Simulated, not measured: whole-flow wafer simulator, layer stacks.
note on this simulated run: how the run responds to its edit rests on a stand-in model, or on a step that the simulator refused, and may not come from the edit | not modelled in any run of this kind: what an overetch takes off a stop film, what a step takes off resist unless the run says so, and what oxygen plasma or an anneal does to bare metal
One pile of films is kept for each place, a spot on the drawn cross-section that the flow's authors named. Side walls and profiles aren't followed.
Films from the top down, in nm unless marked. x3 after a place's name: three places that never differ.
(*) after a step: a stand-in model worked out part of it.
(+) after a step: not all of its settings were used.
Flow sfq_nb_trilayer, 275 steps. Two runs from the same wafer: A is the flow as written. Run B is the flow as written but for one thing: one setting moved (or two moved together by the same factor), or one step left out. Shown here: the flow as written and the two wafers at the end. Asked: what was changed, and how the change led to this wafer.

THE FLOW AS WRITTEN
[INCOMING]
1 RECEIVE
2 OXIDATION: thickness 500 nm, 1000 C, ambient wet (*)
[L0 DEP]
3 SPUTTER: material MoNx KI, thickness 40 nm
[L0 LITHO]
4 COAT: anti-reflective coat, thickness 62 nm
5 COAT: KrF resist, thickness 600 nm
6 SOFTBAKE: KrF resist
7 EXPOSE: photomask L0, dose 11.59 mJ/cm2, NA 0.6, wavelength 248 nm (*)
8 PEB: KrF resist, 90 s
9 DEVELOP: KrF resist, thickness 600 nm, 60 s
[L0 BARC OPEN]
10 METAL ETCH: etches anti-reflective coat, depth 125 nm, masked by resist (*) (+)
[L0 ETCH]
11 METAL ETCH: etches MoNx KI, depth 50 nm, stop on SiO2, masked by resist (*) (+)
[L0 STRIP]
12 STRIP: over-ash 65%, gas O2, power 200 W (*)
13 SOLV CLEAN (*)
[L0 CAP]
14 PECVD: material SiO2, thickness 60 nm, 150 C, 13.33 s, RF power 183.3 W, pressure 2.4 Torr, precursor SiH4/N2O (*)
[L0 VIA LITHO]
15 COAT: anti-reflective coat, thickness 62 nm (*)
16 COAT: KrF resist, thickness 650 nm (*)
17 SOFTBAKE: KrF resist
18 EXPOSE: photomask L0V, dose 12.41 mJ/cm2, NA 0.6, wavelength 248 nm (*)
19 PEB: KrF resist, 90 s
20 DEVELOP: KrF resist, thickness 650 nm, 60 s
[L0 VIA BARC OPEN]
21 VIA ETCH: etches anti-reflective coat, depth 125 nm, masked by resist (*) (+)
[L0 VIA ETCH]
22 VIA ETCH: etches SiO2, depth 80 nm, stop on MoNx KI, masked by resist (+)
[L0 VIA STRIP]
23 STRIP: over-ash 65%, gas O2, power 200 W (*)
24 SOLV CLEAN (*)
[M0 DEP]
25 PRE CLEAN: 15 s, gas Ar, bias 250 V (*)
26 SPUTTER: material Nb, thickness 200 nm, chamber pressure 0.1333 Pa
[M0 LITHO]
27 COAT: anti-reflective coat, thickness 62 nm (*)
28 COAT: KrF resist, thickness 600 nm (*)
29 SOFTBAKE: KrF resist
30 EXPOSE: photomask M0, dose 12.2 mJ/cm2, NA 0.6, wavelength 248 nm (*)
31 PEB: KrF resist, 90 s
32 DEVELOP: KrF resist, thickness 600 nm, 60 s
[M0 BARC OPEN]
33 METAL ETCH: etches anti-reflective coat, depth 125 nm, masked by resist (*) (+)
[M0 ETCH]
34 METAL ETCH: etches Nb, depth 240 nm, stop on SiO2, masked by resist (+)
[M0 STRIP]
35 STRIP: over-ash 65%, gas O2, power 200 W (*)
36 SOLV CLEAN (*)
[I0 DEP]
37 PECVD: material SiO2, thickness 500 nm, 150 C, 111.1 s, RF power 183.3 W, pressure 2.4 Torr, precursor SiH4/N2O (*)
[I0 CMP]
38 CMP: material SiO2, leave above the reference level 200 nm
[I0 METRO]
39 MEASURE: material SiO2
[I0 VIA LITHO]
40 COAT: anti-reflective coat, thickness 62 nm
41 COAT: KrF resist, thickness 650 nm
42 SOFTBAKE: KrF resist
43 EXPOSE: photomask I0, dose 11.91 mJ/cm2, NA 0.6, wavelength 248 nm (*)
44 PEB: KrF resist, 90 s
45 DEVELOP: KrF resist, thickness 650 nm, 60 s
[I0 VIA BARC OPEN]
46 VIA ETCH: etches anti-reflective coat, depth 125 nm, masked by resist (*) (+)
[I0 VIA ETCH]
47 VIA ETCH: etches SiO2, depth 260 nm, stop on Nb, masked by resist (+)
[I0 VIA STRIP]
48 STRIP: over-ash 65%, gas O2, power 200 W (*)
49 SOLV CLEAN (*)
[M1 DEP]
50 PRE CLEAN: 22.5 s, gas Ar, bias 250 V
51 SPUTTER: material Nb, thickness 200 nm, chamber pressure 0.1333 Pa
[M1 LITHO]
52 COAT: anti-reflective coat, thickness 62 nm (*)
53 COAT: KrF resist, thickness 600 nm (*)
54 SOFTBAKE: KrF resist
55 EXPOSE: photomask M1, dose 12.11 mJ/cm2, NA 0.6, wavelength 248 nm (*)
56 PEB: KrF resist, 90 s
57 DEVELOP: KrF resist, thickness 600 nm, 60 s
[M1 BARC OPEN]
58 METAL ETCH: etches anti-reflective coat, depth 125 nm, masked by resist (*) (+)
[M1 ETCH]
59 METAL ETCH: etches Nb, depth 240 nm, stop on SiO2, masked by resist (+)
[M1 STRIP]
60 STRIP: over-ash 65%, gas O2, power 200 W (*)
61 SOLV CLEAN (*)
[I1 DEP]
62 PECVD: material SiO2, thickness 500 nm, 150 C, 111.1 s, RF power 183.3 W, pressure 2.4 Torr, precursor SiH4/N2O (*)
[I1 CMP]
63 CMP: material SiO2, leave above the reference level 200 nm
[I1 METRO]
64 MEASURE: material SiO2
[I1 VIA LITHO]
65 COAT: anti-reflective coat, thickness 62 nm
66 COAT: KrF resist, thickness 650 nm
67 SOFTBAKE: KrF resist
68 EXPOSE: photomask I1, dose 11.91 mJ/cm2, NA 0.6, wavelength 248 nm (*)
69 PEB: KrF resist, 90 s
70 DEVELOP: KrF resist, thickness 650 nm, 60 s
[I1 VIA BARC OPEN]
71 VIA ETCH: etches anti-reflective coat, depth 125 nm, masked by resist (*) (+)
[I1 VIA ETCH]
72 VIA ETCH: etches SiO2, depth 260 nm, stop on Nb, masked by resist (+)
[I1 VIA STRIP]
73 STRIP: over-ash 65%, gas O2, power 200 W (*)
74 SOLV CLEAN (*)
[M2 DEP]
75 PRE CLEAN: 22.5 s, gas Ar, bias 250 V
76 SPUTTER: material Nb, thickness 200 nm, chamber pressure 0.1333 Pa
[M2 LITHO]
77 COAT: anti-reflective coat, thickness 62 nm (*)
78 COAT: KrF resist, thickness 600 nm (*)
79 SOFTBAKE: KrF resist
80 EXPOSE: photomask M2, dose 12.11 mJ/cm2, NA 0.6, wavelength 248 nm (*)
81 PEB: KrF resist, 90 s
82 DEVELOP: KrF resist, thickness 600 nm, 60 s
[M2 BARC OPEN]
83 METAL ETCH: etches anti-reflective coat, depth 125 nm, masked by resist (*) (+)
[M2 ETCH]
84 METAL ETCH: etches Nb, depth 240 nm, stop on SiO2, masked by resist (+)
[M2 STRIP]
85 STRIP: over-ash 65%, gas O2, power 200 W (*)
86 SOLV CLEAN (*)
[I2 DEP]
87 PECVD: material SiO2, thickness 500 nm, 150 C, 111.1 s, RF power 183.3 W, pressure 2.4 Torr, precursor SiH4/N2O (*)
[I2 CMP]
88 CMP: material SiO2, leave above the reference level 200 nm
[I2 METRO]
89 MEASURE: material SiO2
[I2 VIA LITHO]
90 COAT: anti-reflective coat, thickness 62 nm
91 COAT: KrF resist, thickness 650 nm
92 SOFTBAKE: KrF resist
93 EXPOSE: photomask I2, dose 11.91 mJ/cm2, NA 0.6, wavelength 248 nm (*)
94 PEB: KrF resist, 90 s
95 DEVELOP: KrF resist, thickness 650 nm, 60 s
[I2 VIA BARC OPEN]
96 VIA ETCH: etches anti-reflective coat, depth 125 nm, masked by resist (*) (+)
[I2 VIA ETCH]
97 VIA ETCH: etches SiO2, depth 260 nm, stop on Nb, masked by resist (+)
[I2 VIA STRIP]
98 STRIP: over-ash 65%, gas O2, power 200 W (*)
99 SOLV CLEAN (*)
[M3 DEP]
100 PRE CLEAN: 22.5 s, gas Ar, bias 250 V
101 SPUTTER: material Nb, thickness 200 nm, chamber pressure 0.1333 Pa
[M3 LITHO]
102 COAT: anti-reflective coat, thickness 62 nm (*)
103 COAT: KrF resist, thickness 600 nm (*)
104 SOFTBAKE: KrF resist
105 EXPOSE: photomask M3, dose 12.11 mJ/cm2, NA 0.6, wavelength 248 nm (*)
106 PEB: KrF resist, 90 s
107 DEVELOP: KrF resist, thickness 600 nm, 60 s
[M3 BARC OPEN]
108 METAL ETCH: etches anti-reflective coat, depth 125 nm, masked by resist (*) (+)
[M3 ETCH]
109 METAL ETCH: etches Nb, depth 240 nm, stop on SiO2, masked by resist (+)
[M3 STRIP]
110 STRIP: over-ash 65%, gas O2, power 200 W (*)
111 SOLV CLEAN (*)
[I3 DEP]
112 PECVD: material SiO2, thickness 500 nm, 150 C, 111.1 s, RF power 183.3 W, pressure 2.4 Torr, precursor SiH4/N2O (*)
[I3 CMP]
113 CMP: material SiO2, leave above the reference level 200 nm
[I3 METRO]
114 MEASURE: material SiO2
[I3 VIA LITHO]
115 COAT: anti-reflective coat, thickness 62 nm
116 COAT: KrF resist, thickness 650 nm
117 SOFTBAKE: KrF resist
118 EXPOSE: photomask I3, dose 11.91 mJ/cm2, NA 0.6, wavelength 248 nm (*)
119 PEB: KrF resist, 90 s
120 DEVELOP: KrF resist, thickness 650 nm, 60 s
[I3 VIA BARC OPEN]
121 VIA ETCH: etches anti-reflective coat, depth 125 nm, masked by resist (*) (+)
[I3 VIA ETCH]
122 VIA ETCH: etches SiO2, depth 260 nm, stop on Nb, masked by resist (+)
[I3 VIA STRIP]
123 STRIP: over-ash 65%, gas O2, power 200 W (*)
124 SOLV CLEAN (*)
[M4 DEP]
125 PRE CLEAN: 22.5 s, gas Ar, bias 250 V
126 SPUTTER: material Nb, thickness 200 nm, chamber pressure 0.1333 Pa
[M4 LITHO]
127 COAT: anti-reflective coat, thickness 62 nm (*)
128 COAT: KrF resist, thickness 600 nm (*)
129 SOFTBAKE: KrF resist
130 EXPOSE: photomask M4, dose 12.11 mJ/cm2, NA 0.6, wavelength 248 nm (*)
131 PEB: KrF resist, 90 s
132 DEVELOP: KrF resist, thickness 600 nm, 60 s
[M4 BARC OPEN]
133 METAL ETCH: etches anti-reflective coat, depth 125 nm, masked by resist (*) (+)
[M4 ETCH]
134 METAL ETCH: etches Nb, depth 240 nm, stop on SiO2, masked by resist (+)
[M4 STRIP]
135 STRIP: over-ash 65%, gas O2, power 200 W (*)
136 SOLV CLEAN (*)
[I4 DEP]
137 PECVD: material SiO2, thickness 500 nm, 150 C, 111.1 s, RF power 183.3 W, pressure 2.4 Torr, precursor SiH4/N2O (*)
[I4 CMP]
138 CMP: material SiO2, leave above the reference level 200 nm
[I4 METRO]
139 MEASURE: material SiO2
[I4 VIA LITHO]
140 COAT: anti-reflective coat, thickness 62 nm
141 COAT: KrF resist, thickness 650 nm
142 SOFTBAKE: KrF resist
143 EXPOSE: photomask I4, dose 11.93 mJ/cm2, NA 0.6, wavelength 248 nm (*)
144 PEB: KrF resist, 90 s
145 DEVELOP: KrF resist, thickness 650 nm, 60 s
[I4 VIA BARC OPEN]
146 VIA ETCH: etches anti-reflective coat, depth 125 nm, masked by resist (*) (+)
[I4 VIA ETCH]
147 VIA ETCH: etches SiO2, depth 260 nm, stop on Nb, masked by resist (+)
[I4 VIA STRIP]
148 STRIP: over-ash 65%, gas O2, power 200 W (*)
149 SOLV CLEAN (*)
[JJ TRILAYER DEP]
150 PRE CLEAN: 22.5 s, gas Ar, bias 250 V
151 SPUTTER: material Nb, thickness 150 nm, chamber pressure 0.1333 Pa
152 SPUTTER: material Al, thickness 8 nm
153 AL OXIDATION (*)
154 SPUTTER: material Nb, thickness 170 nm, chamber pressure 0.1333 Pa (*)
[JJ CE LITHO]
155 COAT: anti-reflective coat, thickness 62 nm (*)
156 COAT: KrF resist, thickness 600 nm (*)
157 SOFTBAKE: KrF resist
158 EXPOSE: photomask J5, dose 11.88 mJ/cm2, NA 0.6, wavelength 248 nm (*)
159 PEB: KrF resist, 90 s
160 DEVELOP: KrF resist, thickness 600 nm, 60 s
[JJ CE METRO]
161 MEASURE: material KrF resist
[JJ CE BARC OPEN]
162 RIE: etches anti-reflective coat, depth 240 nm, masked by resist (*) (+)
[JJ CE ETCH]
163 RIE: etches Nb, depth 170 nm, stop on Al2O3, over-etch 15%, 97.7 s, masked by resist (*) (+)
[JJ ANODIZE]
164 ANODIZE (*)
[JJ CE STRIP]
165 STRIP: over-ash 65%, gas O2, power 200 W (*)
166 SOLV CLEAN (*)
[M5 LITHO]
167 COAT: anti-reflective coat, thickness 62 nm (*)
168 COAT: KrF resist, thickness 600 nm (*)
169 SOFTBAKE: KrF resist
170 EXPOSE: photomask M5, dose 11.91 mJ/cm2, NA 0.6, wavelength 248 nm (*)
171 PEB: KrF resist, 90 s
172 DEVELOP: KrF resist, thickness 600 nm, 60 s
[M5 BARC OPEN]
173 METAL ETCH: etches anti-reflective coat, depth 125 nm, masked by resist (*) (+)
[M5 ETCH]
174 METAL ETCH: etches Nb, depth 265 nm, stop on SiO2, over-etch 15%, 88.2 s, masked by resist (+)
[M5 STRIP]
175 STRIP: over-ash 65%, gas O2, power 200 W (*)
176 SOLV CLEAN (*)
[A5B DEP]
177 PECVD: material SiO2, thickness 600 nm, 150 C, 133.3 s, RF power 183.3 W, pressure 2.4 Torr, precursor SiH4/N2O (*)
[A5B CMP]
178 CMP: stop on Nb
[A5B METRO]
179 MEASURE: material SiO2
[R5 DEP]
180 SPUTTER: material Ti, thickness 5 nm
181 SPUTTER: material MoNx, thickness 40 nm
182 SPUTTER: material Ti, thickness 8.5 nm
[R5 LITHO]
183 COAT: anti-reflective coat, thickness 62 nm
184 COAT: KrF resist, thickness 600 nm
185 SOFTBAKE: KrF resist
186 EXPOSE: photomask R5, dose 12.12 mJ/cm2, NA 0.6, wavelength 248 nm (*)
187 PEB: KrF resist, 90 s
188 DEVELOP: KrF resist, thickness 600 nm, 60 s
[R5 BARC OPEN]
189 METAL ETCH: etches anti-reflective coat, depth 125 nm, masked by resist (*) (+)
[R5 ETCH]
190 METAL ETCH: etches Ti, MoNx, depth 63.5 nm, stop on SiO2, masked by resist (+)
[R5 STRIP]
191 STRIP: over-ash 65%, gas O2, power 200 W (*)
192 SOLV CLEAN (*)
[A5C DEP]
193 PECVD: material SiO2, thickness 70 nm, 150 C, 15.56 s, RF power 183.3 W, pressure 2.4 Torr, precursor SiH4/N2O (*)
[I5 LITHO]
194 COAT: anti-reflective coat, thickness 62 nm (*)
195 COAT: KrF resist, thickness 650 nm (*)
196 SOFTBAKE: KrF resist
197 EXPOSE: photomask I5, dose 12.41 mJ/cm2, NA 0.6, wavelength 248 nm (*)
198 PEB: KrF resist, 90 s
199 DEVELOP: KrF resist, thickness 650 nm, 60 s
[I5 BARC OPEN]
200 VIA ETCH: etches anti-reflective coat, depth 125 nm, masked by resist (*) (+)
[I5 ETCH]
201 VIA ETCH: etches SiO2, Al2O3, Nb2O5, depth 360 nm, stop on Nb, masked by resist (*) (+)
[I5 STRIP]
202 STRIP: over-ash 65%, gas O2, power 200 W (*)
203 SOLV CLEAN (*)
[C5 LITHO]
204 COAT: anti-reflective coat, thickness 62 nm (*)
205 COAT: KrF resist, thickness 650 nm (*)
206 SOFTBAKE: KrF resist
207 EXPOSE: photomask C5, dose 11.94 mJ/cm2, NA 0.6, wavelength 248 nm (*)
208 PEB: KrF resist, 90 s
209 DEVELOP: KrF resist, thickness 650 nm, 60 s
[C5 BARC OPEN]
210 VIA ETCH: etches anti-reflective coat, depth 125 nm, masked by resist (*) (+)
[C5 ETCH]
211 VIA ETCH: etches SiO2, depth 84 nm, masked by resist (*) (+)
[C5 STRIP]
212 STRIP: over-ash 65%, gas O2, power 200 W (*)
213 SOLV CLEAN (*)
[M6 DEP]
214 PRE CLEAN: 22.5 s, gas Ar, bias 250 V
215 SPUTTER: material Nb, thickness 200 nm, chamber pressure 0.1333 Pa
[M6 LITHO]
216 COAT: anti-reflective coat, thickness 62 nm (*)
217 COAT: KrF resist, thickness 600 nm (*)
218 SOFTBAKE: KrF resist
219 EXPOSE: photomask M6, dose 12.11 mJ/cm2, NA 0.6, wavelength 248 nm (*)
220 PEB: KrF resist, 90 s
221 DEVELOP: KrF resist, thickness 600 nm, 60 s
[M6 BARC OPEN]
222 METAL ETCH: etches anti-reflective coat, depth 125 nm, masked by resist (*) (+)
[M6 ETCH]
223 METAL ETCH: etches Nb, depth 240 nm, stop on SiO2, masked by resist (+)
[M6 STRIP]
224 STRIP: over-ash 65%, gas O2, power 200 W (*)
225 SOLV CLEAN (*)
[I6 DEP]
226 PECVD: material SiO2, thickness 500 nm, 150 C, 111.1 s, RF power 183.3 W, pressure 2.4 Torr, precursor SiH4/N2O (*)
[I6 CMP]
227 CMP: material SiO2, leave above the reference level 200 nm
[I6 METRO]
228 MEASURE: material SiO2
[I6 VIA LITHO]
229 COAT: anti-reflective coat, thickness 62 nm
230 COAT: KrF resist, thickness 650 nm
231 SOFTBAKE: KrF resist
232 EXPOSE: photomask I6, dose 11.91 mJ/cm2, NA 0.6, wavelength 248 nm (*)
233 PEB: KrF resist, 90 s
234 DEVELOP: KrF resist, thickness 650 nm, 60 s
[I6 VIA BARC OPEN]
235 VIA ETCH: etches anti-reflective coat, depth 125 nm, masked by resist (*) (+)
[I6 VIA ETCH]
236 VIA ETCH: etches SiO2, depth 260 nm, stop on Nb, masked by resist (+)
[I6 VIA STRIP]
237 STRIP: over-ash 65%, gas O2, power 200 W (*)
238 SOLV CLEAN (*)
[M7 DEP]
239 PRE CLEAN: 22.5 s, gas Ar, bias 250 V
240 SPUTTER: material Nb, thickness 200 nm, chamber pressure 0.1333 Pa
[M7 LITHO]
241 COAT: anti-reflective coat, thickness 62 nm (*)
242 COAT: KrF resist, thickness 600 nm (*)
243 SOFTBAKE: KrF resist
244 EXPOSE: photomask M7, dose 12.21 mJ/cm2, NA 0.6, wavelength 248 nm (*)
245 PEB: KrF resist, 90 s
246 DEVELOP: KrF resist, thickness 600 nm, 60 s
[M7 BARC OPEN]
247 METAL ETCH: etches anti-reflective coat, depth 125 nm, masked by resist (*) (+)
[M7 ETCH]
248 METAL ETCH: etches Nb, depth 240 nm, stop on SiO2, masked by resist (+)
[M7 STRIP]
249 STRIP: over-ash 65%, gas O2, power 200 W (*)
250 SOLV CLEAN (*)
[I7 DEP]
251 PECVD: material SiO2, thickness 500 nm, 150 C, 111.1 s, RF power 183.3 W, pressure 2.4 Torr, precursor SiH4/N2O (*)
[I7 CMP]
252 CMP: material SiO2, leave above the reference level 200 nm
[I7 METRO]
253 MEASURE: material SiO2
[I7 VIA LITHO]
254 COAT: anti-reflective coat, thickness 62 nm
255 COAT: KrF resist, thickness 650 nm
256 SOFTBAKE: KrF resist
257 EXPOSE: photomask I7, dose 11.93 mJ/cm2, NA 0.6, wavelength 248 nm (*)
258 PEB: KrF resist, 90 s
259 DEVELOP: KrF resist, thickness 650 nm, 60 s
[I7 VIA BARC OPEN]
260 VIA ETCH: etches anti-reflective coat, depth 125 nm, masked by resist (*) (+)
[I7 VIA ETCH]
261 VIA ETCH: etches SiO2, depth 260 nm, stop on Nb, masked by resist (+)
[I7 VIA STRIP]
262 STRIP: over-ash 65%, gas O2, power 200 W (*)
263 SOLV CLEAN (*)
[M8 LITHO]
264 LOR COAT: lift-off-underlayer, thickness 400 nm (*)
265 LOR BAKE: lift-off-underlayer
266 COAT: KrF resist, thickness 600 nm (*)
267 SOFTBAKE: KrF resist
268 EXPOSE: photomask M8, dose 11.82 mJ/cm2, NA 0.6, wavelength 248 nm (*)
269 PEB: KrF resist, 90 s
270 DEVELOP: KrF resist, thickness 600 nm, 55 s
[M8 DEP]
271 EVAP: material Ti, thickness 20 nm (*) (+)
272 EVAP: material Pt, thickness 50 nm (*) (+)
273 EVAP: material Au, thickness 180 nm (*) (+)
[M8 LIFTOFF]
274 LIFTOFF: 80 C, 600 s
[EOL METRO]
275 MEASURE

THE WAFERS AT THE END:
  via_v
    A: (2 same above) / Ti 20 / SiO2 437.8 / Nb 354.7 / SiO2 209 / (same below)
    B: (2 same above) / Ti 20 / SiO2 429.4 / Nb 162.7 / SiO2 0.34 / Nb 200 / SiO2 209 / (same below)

The cause: step 236, VIA ETCH: depth 192 nm was run, where the flow has depth 260 nm.

How the change led to this, step by step:
  236 VIA ETCH: etches SiO2, depth 260 nm, stop on Nb, masked by resist (+)
      via_v: A SiO2 -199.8 (all of it) | B SiO2 -192
      field_l, v_sur, via_wl and 102 more: A KrF resist -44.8 | B KrF resist -33.1
  237 STRIP: over-ash 65%, gas O2, power 200 W (*)
      field_l, v_sur, via_wl and 102 more: A KrF resist -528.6 (all of it), anti-reflective coat -62 (all of it) | B KrF resist -540.3 (all of it), anti-reflective coat -62 (all of it)
  239 PRE CLEAN: 22.5 s, gas Ar, bias 250 V
      via_v: A Nb -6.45 | B SiO2 -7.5
  240 SPUTTER: material Nb, thickness 200 nm, chamber pressure 0.1333 Pa
      via_v: A Nb +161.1 | B Nb +162.7 (new film)
  241 COAT: anti-reflective coat, thickness 62 nm (*)
      via_sp: A anti-reflective coat +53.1 (new film) | B anti-reflective coat +51.9 (new film)
      via_v: A anti-reflective coat +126 (new film) | B anti-reflective coat +117.1 (new film)
      (and at 1 more place)
  249 STRIP: over-ash 65%, gas O2, power 200 W (*)
      via_sp: A KrF resist -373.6 (all of it), anti-reflective coat -53.1 (all of it) | B KrF resist -374.1 (all of it), anti-reflective coat -51.9 (all of it)
      via_v: A KrF resist -524.5 (all of it), anti-reflective coat -126 (all of it) | B KrF resist -524.2 (all of it), anti-reflective coat -117.1 (all of it)
      (and at 1 more place)
  251 PECVD: material SiO2, thickness 500 nm, 150 C, 111.1 s, RF power 183.3 W, pressure 2.4 Torr, precursor SiH4/N2O (*)
      via_v: A SiO2 +621 (new film) | B SiO2 +586.5 (new film)
  252 CMP: material SiO2, leave above the reference level 200 nm
      via_v: A SiO2 -183.1 | B SiO2 -157.1
Counting metal films that touch as one body, via_v has 7 bodies (between them, from the top down: SiO2 429.4; SiO2 0.34; SiO2 209 / Al2O3 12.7 / Nb2O5 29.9; SiO2 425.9; SiO2 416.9; SiO2 192.5); the flow as written gives 6 bodies (between them, from the top down: SiO2 437.8; SiO2 209 / Al2O3 12.7 / Nb2O5 29.9; SiO2 425.9; SiO2 416.9; SiO2 192.5).
